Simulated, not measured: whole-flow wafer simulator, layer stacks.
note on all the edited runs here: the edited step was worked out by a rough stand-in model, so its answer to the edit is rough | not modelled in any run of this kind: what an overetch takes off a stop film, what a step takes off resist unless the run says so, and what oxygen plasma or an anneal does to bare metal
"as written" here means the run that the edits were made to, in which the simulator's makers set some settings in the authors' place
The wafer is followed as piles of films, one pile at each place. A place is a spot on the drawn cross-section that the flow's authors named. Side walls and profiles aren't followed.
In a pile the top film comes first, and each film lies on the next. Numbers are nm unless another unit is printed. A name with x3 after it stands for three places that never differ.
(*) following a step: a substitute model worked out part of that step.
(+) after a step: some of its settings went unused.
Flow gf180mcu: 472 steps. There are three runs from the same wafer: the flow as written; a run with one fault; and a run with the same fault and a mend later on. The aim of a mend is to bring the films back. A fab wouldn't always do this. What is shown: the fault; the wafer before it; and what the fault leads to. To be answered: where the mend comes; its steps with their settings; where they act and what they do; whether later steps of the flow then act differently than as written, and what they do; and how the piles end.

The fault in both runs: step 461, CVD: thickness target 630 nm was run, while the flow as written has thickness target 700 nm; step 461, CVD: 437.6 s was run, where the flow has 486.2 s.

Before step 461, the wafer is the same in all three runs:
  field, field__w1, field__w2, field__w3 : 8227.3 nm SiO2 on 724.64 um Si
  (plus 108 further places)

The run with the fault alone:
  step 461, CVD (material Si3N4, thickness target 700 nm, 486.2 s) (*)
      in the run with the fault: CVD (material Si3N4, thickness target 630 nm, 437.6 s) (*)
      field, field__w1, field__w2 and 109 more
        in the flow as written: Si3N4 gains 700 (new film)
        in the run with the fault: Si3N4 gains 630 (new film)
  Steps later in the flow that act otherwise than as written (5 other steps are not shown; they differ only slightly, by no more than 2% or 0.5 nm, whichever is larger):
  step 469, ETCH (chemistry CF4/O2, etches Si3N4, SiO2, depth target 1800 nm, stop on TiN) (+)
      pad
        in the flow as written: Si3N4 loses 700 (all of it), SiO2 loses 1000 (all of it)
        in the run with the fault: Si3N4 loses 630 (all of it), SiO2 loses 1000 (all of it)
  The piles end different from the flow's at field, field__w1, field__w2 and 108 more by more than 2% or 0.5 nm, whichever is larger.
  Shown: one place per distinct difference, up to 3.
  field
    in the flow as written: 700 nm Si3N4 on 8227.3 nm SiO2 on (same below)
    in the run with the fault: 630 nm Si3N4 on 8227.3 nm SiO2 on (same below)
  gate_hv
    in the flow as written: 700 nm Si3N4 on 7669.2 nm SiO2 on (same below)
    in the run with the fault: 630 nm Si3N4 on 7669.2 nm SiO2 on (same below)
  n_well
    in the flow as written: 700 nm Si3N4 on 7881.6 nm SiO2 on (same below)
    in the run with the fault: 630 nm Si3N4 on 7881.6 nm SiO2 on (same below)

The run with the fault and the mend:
  The mend follows step 461.
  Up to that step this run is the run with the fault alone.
  step 461a, CVD (material Si3N4, thickness target 70 nm, 48.62 s) (*) (a further turn of the flow's step 461, with different settings)
      field, field__w1, field__w2 and 109 more
        Si3N4 gains 70.1
  Later steps of the flow that are run all act as written at every place that is followed, up to a difference of at most 2% or 0.5 nm, whichever is larger.
  At the end the piles are close to the flow's at the places that both follow, differing by at most 2% or 0.5 nm, whichever is larger.
